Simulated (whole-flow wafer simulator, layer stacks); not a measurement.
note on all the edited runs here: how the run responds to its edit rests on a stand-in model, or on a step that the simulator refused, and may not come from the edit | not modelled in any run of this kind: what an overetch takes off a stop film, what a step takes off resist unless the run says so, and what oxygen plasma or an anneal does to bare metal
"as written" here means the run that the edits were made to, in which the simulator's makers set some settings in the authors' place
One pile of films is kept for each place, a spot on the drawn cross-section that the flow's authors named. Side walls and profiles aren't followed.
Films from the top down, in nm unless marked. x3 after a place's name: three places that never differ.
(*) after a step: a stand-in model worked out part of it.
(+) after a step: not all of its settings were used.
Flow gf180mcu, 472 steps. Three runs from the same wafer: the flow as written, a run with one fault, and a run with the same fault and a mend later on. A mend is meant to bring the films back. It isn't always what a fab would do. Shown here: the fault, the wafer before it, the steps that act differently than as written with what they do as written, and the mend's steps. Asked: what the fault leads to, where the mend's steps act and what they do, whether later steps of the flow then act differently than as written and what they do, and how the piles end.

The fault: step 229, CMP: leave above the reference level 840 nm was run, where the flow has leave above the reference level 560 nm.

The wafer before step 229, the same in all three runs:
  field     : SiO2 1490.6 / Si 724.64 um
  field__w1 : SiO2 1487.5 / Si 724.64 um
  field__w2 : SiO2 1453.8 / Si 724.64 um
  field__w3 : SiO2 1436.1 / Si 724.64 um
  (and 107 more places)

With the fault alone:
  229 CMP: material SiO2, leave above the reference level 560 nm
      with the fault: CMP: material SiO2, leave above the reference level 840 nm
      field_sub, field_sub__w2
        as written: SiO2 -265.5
        with the fault: nothing
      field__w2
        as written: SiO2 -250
        with the fault: nothing
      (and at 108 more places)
  Later steps of the flow that act differently than as written (9 more steps differ only slightly, by at most 2% or 0.5 nm, whichever is larger, and aren't shown):
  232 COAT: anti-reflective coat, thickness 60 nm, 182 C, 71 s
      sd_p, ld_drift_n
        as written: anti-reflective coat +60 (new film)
        with the fault: anti-reflective coat +57.4 (new film)
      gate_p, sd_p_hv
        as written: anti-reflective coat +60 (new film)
        with the fault: anti-reflective coat +58 (new film)
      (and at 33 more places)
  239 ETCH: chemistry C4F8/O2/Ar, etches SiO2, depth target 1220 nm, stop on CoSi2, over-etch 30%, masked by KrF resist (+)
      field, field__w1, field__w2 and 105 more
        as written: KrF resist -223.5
        with the fault: KrF resist -244
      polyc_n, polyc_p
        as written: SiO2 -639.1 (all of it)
        with the fault: SiO2 -919.1 (all of it)
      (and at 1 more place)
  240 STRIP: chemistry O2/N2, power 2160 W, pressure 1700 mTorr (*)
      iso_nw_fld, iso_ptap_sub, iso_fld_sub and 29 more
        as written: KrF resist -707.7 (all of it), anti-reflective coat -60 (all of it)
        with the fault: KrF resist -687.2 (all of it), anti-reflective coat -60 (all of it)
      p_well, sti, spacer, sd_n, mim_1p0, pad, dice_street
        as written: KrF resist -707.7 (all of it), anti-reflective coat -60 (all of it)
        with the fault: KrF resist -686.6 (all of it), anti-reflective coat -59.4 (all of it)
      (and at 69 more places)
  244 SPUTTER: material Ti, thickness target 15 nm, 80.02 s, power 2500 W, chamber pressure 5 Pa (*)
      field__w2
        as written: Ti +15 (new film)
        with the fault: Ti +14.1 (new film)
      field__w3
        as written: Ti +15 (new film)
        with the fault: Ti +14.2 (new film)
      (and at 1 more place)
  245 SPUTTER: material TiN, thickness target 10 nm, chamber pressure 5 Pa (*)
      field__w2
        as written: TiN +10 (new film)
        with the fault: TiN +9.35 (new film)
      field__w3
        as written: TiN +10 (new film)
        with the fault: TiN +9.48 (new film)
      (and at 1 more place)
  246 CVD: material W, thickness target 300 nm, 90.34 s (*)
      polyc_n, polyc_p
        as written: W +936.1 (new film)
        with the fault: W +1216.1 (new film)
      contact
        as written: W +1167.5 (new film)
        with the fault: W +1445.3 (new film)
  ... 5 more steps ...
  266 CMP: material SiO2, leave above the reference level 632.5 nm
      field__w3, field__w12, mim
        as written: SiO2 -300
        with the fault: SiO2 -287.7
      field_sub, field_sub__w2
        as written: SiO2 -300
        with the fault: SiO2 -289.1
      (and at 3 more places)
  At the end the piles differ from the flow's by more than 2% or 0.5 nm, whichever is larger, at field, field__w1, field__w2 and 109 more.
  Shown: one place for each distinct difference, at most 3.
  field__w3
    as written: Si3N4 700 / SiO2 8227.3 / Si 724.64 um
    with the fault: Si3N4 700 / SiO2 7042.5 / W 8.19 / TiN 9.48 / Ti 14.2 / SiO2 1432.6 / Si 724.64 um
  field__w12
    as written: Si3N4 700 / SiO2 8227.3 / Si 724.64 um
    with the fault: Si3N4 700 / SiO2 7042.5 / W 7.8 / TiN 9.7 / Ti 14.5 / SiO2 1432.4 / Si 724.64 um
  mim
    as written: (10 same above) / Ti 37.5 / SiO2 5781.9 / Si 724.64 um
    with the fault: (10 same above) / Ti 37.5 / SiO2 4597.1 / W 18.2 / TiN 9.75 / Ti 14.7 / SiO2 1421.8 / Si 724.64 um

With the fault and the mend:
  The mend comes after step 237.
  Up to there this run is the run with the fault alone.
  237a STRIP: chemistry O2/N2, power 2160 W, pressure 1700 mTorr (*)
      iso_nw_fld, iso_ptap_sub, iso_fld_sub and 29 more
        KrF resist -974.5 (all of it), anti-reflective coat -60 (all of it)
      p_well, sti, spacer, sd_n, mim_1p0, pad, dice_street
        KrF resist -974 (all of it), anti-reflective coat -59.4 (all of it)
      active, gate, sti_nw, m1_nw
        KrF resist -973.8 (all of it), anti-reflective coat -59.9 (all of it)
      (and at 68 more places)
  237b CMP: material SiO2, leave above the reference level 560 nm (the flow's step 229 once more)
      field, field__w1, field__w5 and 94 more
        SiO2 -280
      field_sub, field_sub__w2
        SiO2 -265.5
      field__w2
        SiO2 -250
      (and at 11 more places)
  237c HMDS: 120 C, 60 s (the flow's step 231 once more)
      changes no film at any place that is followed
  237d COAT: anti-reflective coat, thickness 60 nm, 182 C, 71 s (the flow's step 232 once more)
      field, field__w1, field__w2 and 108 more
        anti-reflective coat +60 (new film)
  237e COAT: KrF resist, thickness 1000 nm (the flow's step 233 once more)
      field, field__w1, field__w2 and 108 more
        KrF resist +1000 (new film)
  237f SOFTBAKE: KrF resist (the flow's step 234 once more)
      changes no film at any place that is followed
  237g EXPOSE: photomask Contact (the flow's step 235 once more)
      changes no film at any place that is followed
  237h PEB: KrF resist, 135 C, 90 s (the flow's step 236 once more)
      field, field__w1, field__w2 and 108 more
        KrF resist -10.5
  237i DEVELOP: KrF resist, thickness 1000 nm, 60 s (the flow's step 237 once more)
      field, field__w1, field__w2 and 105 more
        KrF resist -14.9
      contact, polyc_n, polyc_p
        KrF resist -989.5 (all of it)
  No later step of the flow acts differently than as written at any place that is followed.
  At the end the piles are the same as the flow's at every place that both follow.
